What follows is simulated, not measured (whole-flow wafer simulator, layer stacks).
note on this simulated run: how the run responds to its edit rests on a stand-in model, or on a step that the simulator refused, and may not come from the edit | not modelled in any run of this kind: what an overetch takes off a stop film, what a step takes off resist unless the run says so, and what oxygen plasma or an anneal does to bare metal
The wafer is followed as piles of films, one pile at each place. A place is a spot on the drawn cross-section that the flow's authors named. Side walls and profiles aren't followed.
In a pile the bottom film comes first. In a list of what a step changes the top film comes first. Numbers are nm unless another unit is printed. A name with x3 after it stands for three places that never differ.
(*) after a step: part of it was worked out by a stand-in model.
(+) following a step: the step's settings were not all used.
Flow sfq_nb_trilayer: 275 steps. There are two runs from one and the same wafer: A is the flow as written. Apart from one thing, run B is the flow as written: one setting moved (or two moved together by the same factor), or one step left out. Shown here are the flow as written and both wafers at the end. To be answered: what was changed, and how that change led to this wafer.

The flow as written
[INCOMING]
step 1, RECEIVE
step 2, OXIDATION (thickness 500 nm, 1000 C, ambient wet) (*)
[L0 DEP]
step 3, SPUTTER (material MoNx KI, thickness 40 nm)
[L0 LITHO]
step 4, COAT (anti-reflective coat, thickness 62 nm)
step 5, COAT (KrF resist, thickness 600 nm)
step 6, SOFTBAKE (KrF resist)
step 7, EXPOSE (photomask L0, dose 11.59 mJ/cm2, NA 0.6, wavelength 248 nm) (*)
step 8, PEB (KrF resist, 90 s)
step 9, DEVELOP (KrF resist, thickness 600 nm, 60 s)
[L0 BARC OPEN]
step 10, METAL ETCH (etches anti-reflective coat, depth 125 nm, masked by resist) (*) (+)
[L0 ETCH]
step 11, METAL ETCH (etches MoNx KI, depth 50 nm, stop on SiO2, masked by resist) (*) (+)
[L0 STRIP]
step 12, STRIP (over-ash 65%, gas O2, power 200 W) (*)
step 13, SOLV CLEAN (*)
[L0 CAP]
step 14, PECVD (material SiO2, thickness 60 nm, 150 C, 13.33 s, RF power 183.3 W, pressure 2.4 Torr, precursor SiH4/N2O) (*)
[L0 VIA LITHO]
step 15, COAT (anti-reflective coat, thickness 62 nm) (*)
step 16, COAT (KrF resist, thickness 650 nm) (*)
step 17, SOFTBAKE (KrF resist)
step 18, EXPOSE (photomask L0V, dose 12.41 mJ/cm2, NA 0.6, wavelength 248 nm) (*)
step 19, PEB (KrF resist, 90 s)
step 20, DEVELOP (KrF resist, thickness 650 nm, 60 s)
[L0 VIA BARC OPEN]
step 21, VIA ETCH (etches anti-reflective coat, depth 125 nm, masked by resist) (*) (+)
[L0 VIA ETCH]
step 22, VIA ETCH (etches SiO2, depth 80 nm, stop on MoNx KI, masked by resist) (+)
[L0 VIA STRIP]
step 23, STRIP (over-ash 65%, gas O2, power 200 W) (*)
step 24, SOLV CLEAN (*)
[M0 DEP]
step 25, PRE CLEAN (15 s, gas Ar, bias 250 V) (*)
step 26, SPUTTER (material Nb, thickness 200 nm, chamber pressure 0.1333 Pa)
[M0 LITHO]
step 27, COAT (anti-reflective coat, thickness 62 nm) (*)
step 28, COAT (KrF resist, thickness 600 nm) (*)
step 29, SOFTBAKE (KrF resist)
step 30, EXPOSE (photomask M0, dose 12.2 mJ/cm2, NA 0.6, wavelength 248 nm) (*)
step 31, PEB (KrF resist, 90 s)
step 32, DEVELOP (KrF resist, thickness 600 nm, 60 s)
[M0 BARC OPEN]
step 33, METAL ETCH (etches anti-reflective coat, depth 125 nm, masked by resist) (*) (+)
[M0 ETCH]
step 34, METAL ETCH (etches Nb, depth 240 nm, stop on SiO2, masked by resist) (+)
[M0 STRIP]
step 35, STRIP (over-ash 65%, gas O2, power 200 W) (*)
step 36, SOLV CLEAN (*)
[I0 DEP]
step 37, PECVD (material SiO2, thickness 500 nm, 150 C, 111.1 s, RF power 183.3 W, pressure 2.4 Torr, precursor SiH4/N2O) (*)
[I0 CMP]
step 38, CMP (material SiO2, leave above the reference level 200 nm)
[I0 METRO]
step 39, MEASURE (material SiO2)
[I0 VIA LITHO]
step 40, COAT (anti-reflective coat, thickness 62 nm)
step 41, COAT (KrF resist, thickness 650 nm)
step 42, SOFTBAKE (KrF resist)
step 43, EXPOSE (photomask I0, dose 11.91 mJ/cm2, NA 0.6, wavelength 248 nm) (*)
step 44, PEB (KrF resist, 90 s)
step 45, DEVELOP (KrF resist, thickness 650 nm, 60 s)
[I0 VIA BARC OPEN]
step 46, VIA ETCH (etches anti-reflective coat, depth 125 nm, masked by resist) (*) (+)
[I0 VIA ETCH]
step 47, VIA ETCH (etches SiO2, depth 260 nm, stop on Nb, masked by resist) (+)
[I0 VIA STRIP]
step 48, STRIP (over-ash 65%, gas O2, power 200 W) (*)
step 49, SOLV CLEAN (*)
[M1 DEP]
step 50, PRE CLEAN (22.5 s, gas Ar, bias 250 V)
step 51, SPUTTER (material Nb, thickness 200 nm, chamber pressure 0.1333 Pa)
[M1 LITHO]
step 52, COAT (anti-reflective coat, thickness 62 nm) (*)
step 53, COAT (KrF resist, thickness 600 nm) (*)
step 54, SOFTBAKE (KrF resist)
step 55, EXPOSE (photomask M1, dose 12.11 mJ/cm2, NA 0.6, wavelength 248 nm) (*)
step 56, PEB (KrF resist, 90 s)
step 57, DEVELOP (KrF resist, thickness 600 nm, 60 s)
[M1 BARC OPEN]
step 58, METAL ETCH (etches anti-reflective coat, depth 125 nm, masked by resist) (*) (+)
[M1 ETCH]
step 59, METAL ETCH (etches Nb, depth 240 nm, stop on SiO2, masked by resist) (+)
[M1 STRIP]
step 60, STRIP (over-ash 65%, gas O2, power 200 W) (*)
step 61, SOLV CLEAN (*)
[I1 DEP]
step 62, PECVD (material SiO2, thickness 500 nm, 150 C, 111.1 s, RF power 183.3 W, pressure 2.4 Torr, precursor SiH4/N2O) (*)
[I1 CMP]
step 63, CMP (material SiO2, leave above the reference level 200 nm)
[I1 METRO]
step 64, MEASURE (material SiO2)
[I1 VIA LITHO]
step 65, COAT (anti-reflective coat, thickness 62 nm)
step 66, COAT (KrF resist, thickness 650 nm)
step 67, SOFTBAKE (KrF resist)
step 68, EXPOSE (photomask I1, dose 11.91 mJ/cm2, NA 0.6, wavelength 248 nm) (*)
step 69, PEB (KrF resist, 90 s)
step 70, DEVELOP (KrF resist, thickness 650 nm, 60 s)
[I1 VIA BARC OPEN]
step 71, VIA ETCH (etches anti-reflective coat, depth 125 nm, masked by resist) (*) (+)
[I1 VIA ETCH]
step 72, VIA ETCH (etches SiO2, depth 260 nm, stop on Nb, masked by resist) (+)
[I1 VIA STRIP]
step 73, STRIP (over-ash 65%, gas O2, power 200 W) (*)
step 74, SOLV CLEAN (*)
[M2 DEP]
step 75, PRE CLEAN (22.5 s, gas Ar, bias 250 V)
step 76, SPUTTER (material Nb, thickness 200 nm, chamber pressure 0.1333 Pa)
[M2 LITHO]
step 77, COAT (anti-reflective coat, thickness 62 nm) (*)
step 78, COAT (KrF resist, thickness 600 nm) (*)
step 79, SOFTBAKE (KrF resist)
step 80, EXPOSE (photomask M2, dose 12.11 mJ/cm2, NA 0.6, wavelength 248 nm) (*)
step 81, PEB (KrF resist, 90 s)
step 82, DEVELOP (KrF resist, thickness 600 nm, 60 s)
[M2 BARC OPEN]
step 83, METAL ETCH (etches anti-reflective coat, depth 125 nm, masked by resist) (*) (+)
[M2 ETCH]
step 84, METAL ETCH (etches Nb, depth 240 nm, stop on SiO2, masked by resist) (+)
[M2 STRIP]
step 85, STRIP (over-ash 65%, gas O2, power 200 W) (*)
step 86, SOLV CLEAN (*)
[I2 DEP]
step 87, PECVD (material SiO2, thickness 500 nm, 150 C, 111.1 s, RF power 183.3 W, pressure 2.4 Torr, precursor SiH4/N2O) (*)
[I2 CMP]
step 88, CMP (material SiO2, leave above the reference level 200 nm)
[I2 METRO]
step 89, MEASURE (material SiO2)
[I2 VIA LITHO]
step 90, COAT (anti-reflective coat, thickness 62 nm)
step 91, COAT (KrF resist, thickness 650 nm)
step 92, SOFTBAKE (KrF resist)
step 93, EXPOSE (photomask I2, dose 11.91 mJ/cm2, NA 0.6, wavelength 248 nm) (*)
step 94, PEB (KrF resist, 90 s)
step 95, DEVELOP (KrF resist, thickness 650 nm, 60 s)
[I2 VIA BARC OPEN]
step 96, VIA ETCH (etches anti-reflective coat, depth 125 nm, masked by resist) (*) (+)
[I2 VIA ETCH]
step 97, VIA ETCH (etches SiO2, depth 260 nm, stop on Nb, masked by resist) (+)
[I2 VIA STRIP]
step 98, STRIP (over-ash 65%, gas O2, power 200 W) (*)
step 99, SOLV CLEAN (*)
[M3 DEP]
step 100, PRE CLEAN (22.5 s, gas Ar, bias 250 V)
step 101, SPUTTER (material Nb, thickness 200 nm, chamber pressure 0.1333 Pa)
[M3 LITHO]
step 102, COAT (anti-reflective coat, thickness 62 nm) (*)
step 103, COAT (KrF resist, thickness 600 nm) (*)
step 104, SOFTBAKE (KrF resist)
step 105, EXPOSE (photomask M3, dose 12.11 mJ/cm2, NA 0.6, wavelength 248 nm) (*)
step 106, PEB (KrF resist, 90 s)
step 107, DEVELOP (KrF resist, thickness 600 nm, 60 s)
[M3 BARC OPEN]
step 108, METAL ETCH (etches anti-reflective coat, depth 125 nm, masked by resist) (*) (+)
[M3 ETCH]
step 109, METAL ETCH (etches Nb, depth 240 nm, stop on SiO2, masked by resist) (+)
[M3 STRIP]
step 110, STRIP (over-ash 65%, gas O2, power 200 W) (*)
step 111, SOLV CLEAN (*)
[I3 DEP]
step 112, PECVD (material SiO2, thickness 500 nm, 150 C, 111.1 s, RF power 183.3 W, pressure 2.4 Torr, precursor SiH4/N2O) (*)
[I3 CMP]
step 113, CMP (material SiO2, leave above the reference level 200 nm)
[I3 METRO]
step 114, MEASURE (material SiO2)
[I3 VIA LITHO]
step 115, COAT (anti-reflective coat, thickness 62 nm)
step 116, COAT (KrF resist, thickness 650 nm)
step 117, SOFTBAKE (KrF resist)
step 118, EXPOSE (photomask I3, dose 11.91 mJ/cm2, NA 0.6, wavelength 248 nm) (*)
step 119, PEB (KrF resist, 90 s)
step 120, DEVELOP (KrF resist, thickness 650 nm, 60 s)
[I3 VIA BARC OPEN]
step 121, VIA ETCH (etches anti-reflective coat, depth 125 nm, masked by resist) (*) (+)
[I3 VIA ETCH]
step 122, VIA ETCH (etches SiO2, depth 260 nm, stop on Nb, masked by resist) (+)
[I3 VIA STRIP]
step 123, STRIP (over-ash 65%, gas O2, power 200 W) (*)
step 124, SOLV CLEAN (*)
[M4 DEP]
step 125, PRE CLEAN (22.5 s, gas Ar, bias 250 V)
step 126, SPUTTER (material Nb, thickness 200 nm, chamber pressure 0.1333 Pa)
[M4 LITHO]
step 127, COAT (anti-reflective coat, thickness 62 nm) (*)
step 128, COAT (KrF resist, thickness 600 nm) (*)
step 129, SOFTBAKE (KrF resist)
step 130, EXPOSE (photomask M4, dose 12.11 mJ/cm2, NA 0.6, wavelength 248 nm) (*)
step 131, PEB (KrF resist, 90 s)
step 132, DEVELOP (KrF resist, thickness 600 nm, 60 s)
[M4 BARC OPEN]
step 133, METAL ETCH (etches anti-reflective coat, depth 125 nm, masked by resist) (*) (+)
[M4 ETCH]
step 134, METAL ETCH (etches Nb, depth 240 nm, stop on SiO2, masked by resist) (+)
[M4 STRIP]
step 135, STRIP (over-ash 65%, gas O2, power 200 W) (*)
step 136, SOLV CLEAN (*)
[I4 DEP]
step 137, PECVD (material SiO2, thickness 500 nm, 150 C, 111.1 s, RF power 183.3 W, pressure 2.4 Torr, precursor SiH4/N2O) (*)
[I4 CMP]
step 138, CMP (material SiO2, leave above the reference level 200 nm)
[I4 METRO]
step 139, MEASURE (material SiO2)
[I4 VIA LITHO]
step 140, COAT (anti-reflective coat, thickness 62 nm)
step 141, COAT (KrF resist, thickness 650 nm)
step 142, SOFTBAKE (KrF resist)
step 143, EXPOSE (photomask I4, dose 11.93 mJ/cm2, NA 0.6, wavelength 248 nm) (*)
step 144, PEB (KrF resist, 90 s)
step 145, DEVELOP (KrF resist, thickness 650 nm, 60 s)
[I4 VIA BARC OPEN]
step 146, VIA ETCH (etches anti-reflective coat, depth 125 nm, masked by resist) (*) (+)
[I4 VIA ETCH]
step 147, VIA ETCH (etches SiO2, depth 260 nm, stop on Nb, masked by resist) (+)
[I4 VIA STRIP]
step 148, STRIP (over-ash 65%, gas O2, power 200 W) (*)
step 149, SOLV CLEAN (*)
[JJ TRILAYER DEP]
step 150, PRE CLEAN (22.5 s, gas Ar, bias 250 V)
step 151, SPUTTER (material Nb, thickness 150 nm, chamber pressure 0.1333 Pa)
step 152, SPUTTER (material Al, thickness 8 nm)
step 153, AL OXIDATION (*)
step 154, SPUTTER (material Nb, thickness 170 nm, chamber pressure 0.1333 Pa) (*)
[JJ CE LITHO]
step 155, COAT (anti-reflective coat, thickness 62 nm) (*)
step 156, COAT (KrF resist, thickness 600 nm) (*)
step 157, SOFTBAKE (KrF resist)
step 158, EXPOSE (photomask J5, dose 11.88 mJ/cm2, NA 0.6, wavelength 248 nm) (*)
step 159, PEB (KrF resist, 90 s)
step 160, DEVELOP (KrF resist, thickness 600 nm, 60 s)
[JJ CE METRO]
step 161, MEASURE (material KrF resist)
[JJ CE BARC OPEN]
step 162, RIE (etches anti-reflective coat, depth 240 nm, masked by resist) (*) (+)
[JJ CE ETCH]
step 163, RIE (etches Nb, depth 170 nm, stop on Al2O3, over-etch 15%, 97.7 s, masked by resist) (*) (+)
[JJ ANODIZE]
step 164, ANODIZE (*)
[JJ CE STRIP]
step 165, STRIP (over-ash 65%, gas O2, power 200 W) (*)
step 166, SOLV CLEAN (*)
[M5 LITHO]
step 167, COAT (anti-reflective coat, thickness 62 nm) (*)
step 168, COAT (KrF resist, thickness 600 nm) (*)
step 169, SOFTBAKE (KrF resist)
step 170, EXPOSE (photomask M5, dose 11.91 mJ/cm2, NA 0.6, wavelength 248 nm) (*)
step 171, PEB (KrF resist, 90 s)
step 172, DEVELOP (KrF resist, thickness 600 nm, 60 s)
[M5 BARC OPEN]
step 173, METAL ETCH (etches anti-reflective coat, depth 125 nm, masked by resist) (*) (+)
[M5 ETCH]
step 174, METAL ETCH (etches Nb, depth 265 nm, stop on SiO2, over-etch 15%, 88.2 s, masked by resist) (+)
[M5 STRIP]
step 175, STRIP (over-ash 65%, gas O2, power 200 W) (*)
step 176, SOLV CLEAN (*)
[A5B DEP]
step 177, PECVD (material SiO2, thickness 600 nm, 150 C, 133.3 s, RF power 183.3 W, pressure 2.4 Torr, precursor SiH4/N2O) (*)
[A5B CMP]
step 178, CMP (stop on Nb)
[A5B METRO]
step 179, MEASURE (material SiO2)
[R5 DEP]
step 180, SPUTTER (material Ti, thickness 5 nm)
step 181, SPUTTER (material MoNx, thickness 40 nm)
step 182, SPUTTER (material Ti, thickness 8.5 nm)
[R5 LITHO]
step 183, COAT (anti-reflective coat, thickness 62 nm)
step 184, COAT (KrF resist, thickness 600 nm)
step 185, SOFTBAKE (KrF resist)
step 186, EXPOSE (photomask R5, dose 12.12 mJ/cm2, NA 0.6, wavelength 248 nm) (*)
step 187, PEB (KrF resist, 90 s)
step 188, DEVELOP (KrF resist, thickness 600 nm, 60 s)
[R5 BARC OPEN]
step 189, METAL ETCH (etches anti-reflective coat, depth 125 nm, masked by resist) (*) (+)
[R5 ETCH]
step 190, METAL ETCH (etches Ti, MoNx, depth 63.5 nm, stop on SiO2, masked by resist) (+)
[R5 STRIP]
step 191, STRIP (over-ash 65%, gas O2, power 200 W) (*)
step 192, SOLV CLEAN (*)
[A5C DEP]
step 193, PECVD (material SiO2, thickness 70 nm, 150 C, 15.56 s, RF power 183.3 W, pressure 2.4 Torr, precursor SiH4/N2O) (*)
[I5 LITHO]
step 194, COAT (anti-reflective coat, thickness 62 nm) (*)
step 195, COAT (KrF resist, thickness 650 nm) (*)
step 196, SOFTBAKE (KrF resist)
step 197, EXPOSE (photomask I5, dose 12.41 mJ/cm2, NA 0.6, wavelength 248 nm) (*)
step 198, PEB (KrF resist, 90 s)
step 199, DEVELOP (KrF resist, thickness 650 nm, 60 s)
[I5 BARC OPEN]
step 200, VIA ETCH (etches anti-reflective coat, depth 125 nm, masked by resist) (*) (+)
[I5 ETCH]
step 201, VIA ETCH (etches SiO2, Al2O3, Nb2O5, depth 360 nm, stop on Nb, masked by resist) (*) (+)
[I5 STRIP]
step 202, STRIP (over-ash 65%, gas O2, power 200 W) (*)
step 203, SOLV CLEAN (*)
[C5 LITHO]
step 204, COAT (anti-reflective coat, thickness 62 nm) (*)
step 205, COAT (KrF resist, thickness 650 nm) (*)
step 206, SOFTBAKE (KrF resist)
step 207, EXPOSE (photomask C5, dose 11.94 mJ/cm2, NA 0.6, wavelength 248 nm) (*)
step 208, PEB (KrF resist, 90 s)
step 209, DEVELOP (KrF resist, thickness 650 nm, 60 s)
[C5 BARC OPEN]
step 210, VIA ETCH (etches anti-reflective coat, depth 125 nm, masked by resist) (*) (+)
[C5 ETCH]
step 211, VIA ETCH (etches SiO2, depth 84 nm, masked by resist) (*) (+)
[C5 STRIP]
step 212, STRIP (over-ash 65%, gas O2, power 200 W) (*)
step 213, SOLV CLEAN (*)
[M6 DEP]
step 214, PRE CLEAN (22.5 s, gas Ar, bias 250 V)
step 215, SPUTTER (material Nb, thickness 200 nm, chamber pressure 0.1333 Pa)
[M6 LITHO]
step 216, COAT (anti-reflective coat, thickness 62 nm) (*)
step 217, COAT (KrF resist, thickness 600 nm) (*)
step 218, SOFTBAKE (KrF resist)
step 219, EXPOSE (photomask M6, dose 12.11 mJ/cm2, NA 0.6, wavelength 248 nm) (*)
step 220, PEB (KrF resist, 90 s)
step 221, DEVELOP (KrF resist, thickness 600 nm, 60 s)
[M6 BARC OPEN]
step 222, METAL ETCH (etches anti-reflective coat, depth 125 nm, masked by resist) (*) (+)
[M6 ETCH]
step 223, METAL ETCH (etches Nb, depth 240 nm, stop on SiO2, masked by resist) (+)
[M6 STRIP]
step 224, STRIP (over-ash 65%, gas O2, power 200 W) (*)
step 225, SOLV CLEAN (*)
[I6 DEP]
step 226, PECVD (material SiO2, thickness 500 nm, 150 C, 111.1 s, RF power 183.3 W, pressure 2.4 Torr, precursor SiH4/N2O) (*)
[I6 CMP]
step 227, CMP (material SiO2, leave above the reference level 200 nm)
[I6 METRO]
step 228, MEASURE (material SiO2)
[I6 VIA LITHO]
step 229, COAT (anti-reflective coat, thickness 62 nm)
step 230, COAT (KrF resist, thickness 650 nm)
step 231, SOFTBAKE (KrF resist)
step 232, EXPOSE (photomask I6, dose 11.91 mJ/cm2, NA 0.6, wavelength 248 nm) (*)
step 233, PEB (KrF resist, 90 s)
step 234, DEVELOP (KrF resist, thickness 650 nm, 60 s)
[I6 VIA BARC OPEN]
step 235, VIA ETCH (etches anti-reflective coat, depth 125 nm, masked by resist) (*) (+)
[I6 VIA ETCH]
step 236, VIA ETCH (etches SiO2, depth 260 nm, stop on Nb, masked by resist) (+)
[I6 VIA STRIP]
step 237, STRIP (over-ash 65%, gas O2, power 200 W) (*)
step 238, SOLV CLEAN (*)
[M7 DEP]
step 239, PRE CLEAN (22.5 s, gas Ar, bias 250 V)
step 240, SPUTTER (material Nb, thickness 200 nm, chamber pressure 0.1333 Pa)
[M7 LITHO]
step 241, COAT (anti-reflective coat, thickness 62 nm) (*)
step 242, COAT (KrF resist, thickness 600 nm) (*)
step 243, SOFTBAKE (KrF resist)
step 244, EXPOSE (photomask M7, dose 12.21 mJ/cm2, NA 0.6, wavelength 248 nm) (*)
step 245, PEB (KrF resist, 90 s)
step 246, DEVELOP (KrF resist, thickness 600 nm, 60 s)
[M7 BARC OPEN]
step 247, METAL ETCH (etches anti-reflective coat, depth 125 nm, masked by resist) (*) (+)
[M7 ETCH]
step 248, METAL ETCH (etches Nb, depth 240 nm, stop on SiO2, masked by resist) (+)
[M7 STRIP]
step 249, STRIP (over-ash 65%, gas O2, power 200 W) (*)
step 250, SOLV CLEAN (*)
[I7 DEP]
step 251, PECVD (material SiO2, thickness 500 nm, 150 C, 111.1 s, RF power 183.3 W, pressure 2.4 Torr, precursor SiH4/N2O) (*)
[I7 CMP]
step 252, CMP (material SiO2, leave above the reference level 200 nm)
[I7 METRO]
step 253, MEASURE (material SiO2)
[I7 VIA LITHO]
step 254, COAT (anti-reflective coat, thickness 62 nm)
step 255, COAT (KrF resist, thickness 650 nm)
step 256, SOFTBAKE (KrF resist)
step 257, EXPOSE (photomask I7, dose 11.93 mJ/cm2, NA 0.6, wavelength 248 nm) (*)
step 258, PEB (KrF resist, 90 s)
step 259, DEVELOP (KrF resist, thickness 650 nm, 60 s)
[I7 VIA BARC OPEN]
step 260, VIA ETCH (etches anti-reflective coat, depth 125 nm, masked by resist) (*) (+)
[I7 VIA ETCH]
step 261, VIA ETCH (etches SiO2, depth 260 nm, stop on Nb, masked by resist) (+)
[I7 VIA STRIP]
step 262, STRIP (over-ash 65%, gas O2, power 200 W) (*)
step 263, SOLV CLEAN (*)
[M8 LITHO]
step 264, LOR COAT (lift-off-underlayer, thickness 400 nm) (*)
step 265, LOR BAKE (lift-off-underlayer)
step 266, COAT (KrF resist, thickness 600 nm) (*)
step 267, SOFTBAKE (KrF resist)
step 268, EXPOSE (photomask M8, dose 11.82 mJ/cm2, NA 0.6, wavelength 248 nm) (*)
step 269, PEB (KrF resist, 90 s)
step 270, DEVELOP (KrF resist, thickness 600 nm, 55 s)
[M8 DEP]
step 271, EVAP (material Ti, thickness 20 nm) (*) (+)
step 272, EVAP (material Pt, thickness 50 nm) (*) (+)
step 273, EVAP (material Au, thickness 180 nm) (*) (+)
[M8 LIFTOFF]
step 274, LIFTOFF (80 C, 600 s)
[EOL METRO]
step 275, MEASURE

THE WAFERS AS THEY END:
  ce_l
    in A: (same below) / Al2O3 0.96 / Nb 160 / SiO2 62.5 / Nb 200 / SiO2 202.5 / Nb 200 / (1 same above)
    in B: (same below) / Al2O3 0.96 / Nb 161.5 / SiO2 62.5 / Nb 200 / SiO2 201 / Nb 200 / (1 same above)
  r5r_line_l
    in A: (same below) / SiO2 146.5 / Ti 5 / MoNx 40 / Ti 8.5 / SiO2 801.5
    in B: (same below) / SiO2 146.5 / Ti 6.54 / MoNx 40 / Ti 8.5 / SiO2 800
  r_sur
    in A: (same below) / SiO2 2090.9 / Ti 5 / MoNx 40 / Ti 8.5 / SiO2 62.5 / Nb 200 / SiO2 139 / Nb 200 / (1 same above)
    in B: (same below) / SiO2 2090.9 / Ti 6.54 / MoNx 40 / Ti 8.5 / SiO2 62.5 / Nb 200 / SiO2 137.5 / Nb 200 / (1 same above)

What caused this: step 180, SPUTTER: thickness 6.544 nm was run, while the flow as written has thickness 5 nm.
One can read it off the wafer: r5r_line_l has Ti 6.54, and step 180 as written asks for 5 nm.

The path from the change to this, step by step:
  step 180, SPUTTER (material Ti, thickness 5 nm)
      field_l, v_sur, via_wl and 103 more: A +5 Ti (new film) | B +6.54 Ti (new film)
  step 190, METAL ETCH (etches Ti, MoNx, depth 63.5 nm, stop on SiO2, masked by resist) (+)
      field_l, v_sur, via_wl and 92 more: A -8.5 Ti (all of it), -40 MoNx (all of it), -5 Ti (all of it) | B -8.5 Ti (all of it), -40 MoNx (all of it), -6.54 Ti (all of it)
      ce_l, c5j, ce_r, wl_jj: A -8.5 Ti (all of it), -40 MoNx (all of it), -5 Ti (all of it), -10 Nb | B -8.5 Ti (all of it), -40 MoNx (all of it), -6.54 Ti (all of it), -8.46 Nb
